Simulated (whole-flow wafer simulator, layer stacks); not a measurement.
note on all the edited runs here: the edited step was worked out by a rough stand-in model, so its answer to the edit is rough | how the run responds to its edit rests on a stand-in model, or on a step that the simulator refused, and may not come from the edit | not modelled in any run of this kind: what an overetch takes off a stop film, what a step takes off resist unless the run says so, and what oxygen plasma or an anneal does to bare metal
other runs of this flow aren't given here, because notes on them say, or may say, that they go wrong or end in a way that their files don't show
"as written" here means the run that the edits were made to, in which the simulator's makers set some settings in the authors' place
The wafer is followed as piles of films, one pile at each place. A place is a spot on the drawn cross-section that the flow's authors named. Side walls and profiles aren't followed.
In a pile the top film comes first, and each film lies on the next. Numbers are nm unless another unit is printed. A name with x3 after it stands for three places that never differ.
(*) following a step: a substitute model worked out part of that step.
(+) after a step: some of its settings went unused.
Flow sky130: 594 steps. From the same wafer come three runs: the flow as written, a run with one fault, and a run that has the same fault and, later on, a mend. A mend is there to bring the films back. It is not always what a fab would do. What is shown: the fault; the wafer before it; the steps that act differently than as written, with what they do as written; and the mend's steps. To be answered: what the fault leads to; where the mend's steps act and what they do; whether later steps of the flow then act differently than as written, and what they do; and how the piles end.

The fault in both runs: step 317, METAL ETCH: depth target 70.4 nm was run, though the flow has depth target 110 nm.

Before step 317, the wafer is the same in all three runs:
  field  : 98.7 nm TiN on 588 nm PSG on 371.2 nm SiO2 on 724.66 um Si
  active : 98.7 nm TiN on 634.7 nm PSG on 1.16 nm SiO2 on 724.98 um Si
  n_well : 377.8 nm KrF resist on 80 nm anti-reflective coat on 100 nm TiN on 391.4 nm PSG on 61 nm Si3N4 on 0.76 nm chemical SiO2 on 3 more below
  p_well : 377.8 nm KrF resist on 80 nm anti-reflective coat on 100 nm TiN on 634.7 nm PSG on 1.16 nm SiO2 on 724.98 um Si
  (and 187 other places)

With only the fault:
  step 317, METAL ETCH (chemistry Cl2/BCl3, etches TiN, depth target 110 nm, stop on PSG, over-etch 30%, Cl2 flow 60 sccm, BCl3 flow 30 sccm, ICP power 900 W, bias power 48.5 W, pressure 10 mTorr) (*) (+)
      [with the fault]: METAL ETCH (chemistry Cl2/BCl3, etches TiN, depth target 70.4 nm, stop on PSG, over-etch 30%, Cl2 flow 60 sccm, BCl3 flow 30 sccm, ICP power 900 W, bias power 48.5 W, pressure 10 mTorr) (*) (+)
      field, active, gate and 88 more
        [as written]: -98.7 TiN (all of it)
        [with the fault]: -70.4 TiN
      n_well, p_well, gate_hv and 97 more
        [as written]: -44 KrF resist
        [with the fault]: -28.2 KrF resist
  Later steps of the flow acting differently than as written (9 other steps are not shown; they differ only slightly, by no more than 2% or 0.5 nm, whichever is larger):
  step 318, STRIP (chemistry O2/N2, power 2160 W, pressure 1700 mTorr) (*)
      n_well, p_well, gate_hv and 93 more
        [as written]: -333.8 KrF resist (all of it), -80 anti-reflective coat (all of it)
        [with the fault]: -349.7 KrF resist (all of it), -80 anti-reflective coat (all of it)
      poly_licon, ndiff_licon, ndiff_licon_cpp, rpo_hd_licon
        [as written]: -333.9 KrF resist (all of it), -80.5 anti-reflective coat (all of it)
        [with the fault]: -349.7 KrF resist (all of it), -80.5 anti-reflective coat (all of it)
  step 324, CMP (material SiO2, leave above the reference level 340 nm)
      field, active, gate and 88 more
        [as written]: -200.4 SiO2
        [with the fault]: -228.3 SiO2
  At field, active, gate and 90 more, the piles at the end differ from the flow's by more than 2% or 0.5 nm, whichever is larger.
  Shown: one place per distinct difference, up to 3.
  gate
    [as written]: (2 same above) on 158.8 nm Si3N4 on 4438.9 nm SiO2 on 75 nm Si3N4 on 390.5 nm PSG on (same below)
    [with the fault]: (2 same above) on 158.8 nm Si3N4 on 4411.1 nm SiO2 on 75 nm Si3N4 on 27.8 nm TiN on 390.5 nm PSG on (same below)
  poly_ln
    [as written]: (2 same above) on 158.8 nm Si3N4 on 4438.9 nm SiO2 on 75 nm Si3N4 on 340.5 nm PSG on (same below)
    [with the fault]: (2 same above) on 158.8 nm Si3N4 on 4411.1 nm SiO2 on 75 nm Si3N4 on 27.8 nm TiN on 340.5 nm PSG on (same below)
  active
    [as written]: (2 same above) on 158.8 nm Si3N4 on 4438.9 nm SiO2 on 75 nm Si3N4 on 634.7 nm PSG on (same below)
    [with the fault]: (2 same above) on 158.8 nm Si3N4 on 4411.1 nm SiO2 on 75 nm Si3N4 on 27.8 nm TiN on 634.7 nm PSG on (same below)

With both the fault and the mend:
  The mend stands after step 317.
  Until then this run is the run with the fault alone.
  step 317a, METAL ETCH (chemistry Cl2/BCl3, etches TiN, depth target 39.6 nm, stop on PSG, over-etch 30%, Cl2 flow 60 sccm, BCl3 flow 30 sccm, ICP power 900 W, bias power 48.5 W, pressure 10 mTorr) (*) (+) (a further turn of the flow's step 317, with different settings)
      n_well, p_well, gate_hv and 97 more
        -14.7 KrF resist
      field, active, gate and 88 more
        -28.3 TiN (all of it)
  None of the later steps of the flow differs from how it acts as written, at any place that is followed, by more than 2% or 0.5 nm, whichever is larger.
  By the end, the piles equal the flow's at every place that both follow.
